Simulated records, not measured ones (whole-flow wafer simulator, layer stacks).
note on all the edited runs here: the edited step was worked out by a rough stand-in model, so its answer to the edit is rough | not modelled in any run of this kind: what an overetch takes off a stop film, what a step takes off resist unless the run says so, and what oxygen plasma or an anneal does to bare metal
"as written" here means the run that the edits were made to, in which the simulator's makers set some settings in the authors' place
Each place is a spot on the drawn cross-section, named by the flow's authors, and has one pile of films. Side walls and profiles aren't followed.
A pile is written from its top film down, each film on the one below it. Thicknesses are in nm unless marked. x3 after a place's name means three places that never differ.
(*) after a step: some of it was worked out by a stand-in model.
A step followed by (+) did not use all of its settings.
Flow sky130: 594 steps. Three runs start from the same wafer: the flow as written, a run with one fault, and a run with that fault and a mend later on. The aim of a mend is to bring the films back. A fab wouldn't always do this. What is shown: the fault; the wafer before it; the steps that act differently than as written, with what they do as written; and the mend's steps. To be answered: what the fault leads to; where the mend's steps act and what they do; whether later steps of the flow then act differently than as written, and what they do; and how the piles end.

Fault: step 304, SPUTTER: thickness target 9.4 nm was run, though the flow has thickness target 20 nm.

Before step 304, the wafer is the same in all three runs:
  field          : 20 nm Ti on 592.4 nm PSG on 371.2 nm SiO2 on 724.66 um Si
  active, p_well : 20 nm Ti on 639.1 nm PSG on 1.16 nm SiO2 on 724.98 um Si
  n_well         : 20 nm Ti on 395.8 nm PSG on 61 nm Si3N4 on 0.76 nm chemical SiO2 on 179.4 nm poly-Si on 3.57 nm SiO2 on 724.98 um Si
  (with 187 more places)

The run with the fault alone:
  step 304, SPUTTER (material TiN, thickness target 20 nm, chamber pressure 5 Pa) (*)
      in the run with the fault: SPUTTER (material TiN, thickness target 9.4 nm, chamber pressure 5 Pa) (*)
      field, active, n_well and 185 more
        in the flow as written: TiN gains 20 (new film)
        in the run with the fault: TiN gains 9.4 (new film)
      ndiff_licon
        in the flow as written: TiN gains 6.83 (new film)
        in the run with the fault: TiN gains 3.26 (new film)
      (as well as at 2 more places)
  Later steps of the flow acting differently than as written (not shown: 16 more steps that differ only slightly, by at most 2% or 0.5 nm, whichever is larger):
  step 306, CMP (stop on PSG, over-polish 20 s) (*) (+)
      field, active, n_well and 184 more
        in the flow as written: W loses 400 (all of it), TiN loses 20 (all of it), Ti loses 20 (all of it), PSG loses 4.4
        in the run with the fault: W loses 400 (all of it), TiN loses 9.4 (all of it), Ti loses 20 (all of it), PSG loses 4.4
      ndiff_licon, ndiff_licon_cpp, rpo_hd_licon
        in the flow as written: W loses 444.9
        in the run with the fault: W loses 434.3
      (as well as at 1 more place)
  The piles end different from the flow's at poly_licon, ndiff_licon, ndiff_licon_cpp, rpo_hd_licon by more than 2% or 0.5 nm, whichever is larger.
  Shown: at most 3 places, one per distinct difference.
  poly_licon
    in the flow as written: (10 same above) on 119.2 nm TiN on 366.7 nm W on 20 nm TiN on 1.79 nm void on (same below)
    in the run with the fault: (10 same above) on 119.2 nm TiN on 377.3 nm W on 9.4 nm TiN on 1.79 nm void on (same below)
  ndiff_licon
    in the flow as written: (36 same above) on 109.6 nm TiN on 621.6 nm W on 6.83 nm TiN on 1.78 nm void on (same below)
    in the run with the fault: (36 same above) on 109.6 nm TiN on 625.2 nm W on 3.26 nm TiN on 1.78 nm void on (same below)
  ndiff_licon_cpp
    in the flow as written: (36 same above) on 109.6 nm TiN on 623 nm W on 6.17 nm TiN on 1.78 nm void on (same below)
    in the run with the fault: (36 same above) on 109.6 nm TiN on 626.2 nm W on 2.95 nm TiN on 1.78 nm void on (same below)

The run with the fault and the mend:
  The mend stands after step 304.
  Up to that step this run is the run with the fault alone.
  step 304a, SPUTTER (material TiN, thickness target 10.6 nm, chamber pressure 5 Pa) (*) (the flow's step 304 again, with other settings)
      field, active, n_well and 185 more
        TiN gains 10.6
      ndiff_licon
        TiN gains 3.57
      ndiff_licon_cpp
        TiN gains 3.22
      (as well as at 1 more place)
  Every later step of the flow that is run acts as written, at every place that is followed, to within 2% or 0.5 nm, whichever is larger.
  The piles end only slightly different from the flow's at the places that both follow, by no more than 2% or 0.5 nm, whichever is larger.
